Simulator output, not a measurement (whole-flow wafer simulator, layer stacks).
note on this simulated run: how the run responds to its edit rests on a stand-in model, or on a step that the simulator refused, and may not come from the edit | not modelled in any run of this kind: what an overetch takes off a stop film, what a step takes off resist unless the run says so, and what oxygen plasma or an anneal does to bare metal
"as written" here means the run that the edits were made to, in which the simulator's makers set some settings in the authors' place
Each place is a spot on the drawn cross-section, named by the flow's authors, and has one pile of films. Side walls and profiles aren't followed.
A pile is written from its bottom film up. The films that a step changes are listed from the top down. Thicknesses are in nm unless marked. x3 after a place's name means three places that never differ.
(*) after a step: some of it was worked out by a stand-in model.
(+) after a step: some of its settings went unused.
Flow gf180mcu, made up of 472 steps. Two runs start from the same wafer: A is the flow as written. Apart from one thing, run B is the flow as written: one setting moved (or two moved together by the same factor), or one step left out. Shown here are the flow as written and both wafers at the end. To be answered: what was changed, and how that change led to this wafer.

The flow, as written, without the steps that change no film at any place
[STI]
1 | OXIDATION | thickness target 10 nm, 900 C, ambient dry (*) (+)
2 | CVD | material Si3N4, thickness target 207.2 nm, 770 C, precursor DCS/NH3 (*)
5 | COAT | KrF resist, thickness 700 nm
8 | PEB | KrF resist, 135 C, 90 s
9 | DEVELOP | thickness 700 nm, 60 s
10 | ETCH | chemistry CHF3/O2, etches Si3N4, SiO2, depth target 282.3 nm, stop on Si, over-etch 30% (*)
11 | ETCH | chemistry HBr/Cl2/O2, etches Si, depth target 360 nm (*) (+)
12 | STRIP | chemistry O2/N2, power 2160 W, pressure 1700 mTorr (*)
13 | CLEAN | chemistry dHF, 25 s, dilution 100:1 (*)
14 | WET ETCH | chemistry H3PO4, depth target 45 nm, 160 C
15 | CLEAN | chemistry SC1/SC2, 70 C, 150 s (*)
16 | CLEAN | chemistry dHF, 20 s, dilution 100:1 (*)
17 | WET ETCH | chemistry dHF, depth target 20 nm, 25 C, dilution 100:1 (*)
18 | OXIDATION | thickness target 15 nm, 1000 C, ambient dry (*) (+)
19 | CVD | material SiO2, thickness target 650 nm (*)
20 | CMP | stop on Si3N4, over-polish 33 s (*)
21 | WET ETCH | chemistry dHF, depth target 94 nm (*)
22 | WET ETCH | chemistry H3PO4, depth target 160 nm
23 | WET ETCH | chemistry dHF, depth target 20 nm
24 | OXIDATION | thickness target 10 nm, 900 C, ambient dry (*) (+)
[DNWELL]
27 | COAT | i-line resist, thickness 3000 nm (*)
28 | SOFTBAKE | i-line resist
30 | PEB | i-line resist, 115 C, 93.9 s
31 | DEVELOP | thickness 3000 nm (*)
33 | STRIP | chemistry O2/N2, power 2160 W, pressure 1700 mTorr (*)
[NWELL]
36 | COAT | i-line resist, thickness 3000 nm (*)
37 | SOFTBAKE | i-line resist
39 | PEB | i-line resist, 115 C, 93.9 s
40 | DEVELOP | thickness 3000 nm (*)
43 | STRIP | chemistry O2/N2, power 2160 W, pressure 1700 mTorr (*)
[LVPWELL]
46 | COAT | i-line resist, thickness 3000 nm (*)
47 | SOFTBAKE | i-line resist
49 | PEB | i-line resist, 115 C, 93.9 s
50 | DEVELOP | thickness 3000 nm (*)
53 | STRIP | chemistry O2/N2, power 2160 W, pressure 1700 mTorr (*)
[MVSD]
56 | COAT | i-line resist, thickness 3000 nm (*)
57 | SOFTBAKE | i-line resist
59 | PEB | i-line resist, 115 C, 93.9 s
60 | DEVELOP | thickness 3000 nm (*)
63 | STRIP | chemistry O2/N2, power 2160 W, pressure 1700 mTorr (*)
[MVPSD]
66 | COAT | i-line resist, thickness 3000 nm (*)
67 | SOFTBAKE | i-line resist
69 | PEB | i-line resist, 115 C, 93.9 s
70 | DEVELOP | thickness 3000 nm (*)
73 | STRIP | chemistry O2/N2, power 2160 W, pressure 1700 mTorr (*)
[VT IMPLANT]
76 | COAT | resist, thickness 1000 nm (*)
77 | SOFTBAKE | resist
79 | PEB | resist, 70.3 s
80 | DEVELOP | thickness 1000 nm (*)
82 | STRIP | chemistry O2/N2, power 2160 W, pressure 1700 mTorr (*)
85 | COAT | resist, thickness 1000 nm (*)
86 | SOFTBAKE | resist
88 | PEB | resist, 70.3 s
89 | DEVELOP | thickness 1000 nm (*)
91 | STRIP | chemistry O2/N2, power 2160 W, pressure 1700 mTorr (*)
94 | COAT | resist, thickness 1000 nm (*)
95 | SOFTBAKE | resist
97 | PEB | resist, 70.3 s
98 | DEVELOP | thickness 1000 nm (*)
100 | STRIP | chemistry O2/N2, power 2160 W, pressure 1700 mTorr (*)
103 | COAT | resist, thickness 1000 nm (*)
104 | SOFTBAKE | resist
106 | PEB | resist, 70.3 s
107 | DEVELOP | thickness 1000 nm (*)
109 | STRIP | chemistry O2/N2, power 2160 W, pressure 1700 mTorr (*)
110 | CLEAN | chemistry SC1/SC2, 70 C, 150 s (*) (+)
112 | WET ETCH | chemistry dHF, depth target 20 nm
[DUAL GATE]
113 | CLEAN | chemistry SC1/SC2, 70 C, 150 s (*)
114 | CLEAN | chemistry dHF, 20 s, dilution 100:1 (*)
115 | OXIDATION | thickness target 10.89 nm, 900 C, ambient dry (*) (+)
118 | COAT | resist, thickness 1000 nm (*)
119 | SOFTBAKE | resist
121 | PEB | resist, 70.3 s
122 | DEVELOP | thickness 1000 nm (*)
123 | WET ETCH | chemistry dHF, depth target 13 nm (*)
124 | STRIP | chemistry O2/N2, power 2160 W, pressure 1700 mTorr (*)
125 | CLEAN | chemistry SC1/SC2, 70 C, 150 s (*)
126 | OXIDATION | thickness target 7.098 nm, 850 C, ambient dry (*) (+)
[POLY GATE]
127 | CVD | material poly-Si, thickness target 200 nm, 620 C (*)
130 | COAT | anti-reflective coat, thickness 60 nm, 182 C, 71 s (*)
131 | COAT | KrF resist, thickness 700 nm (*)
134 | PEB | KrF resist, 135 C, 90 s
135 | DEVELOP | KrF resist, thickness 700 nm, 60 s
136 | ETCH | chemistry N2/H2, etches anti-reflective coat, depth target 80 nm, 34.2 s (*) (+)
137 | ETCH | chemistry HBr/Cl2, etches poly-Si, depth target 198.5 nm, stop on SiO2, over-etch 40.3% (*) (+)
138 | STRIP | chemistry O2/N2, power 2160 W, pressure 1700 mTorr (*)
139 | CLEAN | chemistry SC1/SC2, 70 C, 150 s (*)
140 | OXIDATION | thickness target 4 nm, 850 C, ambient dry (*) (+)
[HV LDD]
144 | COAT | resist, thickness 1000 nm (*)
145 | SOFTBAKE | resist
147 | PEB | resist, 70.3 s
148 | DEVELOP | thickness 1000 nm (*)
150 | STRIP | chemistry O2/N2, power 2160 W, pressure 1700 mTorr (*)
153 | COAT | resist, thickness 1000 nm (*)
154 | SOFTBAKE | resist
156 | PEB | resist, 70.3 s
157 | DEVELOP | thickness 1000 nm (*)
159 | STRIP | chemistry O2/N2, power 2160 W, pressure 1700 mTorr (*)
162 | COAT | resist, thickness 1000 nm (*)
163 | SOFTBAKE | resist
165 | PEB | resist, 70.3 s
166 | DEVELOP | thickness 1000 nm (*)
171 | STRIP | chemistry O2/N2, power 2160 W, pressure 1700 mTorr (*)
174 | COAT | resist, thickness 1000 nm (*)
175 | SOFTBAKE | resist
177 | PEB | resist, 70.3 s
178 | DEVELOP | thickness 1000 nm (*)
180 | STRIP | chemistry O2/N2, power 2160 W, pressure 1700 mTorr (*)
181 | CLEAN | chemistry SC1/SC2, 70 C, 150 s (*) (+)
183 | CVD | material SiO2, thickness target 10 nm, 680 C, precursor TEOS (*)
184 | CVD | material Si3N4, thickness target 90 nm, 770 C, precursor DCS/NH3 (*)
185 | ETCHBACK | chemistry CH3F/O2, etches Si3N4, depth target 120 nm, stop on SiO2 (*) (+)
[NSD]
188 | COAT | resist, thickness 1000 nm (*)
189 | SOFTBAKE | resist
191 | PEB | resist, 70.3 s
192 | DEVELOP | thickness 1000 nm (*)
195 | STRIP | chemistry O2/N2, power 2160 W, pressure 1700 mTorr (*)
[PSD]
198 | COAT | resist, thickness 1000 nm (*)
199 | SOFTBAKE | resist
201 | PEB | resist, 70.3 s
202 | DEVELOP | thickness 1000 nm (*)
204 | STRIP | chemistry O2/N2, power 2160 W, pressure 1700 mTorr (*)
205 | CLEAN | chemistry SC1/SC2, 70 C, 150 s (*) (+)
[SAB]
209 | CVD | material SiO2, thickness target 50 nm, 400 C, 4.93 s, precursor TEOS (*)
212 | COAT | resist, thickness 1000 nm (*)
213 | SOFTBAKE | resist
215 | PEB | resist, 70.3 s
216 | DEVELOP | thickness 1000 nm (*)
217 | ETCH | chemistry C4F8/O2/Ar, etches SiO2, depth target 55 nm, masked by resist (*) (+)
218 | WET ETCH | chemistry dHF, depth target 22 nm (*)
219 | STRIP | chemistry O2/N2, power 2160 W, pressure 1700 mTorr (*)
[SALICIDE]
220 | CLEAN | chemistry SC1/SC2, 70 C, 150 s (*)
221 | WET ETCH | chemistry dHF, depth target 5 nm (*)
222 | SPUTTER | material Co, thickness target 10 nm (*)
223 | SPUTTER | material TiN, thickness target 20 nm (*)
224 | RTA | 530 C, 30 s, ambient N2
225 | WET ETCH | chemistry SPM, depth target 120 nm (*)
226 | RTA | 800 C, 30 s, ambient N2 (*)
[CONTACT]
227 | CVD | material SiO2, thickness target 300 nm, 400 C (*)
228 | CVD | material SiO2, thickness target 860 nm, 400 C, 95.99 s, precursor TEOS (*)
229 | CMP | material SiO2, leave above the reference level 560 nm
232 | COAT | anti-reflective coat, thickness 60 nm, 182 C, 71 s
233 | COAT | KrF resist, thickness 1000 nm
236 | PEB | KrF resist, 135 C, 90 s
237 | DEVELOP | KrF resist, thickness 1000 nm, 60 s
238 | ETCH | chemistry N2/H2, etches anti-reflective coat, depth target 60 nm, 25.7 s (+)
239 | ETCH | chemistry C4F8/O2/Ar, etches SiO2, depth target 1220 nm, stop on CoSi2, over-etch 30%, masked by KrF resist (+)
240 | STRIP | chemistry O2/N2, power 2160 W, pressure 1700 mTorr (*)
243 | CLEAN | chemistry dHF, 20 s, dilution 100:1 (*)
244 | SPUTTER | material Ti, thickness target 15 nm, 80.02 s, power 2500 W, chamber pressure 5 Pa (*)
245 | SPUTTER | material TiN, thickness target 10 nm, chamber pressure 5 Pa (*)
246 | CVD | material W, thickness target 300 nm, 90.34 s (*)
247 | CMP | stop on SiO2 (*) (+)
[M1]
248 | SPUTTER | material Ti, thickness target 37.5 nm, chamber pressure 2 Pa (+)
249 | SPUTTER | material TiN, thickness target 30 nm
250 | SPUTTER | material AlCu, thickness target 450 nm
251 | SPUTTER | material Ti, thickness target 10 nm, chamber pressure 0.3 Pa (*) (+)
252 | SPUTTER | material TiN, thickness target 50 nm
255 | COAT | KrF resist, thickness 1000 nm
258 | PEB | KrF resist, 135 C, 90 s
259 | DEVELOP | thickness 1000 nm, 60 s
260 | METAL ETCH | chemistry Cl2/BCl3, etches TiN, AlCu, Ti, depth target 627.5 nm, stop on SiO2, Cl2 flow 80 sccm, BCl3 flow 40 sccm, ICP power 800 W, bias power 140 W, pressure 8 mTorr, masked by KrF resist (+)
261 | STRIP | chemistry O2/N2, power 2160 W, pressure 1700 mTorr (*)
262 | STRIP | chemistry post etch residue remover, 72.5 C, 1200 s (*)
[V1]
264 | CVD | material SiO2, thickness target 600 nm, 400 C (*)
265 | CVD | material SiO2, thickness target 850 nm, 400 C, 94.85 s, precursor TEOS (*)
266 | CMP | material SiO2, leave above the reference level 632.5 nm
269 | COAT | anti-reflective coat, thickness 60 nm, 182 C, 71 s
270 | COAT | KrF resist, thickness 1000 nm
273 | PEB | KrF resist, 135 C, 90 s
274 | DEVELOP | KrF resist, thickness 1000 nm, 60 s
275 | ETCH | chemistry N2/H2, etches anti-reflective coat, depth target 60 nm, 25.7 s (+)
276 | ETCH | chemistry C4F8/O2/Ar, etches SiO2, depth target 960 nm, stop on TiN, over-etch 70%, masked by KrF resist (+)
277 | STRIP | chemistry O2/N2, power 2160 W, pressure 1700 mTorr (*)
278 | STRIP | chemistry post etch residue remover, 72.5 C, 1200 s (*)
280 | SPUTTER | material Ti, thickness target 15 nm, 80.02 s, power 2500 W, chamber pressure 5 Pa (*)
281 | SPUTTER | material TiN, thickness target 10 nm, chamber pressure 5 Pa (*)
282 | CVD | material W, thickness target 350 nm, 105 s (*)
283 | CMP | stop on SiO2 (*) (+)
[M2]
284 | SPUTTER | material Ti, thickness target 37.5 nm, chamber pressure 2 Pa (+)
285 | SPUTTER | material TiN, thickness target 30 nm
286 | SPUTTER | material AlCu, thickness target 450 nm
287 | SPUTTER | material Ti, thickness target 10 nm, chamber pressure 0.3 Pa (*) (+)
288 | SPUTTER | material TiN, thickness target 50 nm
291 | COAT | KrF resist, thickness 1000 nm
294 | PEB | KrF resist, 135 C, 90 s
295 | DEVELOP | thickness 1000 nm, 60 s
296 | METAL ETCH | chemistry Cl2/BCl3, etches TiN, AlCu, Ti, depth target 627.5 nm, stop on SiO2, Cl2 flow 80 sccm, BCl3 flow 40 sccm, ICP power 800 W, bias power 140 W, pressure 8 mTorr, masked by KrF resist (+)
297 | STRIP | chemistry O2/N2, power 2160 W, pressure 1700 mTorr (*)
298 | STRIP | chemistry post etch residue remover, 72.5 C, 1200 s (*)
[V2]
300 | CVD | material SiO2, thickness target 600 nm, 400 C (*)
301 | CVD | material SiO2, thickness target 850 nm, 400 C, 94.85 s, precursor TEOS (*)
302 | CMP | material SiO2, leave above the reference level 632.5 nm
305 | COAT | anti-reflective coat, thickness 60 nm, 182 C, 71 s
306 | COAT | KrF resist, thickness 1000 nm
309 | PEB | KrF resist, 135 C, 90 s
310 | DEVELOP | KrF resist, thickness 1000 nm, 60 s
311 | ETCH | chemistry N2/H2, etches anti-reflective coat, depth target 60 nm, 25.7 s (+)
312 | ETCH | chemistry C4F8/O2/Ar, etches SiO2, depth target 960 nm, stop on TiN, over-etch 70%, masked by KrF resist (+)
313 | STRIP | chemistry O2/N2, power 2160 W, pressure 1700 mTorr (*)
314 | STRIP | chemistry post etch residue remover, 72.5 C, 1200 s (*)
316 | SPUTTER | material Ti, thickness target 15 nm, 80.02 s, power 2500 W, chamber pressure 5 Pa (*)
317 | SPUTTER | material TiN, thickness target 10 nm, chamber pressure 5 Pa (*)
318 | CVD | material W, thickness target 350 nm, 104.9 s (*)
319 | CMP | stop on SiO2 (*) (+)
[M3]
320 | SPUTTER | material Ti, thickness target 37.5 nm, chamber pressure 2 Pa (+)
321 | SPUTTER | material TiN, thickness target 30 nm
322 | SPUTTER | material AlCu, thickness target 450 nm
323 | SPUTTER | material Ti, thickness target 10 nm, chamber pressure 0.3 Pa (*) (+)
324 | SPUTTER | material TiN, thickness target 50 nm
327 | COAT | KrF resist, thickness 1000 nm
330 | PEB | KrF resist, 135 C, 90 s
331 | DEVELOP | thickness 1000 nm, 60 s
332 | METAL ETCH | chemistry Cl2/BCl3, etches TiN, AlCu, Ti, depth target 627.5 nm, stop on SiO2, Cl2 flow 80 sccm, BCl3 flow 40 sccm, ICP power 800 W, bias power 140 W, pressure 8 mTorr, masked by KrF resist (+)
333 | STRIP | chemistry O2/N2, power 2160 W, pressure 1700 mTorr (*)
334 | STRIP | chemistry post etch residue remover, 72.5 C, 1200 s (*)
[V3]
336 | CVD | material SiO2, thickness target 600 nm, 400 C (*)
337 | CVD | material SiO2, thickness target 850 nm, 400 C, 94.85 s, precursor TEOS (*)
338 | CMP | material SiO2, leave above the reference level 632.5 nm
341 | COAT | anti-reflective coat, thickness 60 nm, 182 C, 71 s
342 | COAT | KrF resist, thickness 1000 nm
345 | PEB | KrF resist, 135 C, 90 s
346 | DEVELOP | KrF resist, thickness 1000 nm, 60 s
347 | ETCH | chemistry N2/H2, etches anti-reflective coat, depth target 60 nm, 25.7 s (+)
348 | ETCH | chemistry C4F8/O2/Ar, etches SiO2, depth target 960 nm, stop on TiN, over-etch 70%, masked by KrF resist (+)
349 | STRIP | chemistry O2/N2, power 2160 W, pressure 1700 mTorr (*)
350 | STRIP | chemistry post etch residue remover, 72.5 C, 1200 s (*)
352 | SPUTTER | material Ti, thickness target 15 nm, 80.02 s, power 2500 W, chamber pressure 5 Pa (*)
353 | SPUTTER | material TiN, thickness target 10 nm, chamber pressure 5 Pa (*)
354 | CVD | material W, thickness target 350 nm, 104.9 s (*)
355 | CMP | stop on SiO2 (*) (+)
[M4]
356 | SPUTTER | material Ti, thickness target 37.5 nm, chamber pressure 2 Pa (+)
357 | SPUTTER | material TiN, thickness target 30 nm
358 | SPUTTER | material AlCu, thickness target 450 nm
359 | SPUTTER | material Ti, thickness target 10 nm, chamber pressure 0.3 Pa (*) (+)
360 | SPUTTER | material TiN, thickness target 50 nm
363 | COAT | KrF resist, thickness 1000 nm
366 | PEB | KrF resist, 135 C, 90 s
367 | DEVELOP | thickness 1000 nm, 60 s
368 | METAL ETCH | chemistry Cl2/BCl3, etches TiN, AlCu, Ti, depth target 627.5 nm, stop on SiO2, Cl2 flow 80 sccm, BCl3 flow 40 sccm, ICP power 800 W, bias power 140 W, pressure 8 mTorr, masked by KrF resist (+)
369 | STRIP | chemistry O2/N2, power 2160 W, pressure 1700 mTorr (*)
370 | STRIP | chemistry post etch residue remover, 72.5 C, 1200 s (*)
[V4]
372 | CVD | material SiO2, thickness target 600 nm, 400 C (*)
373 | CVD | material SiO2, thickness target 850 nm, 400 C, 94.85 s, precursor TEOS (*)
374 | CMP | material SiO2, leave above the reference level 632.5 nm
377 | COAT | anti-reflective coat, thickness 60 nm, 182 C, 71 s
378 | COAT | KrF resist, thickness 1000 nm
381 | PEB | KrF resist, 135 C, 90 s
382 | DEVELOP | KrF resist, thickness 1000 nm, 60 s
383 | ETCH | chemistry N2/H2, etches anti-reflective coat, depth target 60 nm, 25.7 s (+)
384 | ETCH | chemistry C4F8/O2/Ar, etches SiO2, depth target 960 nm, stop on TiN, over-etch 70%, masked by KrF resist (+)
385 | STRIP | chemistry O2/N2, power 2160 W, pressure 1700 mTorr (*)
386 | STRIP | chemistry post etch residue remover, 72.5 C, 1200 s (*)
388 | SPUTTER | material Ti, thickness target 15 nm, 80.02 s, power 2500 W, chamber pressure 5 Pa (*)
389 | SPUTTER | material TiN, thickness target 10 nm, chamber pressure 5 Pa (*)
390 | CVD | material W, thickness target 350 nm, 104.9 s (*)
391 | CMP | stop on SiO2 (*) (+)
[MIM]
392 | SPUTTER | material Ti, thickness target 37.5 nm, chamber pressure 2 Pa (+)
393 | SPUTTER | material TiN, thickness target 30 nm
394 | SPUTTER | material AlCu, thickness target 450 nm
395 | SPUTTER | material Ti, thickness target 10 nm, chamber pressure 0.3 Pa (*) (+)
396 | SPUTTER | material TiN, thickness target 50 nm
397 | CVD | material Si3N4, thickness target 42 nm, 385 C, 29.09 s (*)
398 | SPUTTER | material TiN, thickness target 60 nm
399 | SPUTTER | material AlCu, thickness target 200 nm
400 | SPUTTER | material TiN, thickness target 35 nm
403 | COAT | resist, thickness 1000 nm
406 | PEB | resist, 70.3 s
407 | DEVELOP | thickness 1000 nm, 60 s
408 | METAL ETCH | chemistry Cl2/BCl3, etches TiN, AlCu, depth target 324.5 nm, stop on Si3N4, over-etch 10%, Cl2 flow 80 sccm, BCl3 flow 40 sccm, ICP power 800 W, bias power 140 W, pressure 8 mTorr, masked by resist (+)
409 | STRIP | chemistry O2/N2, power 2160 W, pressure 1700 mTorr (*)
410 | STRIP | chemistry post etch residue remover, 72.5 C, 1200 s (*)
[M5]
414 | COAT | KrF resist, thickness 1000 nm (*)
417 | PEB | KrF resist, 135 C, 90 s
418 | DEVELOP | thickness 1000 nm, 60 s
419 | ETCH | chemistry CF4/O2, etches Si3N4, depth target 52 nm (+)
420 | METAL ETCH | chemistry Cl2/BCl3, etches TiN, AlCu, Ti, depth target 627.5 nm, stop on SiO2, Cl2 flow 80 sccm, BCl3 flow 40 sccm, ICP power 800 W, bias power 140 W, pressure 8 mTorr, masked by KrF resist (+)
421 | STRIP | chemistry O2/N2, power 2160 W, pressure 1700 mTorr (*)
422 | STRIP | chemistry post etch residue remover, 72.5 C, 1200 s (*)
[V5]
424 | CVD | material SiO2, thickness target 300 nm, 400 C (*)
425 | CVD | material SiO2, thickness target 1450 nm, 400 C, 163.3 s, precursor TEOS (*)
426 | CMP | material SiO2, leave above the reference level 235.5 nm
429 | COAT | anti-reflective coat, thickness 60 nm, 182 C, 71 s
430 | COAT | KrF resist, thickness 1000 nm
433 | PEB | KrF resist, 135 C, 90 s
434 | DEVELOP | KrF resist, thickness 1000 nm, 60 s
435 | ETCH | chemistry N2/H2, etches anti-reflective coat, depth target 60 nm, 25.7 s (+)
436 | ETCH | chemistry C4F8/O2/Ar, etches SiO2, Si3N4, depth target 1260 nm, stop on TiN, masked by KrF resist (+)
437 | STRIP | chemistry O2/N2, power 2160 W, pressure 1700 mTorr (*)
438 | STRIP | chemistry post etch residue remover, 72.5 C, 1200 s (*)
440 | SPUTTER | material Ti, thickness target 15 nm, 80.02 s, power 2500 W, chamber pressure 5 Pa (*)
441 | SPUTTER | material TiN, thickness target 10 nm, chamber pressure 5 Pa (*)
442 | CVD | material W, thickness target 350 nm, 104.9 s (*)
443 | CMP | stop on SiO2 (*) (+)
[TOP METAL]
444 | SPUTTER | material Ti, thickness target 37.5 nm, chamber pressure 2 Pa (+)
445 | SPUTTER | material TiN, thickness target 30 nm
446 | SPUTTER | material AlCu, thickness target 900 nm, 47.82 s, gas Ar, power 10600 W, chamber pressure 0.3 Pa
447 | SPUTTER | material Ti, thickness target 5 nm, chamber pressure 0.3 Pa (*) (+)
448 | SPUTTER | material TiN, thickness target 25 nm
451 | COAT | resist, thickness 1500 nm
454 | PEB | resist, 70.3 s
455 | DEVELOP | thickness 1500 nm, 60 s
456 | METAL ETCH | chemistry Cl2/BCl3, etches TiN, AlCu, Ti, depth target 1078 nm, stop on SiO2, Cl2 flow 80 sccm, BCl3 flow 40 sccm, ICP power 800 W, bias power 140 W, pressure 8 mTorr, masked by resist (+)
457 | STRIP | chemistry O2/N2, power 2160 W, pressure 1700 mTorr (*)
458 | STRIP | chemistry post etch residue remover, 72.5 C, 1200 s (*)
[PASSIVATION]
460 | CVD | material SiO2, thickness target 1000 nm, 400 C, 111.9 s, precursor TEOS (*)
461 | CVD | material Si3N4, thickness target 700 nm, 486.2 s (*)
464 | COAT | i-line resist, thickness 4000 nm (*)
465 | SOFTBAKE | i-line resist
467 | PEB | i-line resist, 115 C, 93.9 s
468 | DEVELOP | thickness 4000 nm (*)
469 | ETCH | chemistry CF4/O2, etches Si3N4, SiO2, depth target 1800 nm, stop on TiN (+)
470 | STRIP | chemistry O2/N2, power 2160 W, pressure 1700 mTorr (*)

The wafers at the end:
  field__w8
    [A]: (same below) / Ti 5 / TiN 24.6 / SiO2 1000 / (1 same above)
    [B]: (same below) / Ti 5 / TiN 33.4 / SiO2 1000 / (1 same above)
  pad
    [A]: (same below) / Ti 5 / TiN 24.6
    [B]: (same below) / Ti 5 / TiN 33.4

What caused this: step 448, SPUTTER: thickness target 33.8 nm was run, whereas the flow has thickness target 25 nm.

How this came from the change, step by step:
  448 | SPUTTER | material TiN, thickness target 25 nm
      field, field__w1, field__w2 and 109 more: A +25 TiN (new film) | B +33.8 TiN (new film)
  456 | METAL ETCH | chemistry Cl2/BCl3, etches TiN, AlCu, Ti, depth target 1078 nm, stop on SiO2, Cl2 flow 80 sccm, BCl3 flow 40 sccm, ICP power 800 W, bias power 140 W, pressure 8 mTorr, masked by resist (+)
      field, field__w1, field__w2 and 103 more: A -25 TiN (all of it), -5 Ti (all of it), -900 AlCu (all of it), -30 TiN (all of it), -37.5 Ti (all of it) | B -33.8 TiN (all of it), -5 Ti (all of it), -900 AlCu (all of it), -30 TiN (all of it), -37.5 Ti (all of it)
  465 | SOFTBAKE | i-line resist
      gate: A +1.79 i-line resist | B -0.29 i-line resist
      ld_acc_p, ld_fp_p, ld_drift_p: A +33.8 i-line resist | B +27.3 i-line resist
      (and at 56 other places as well)
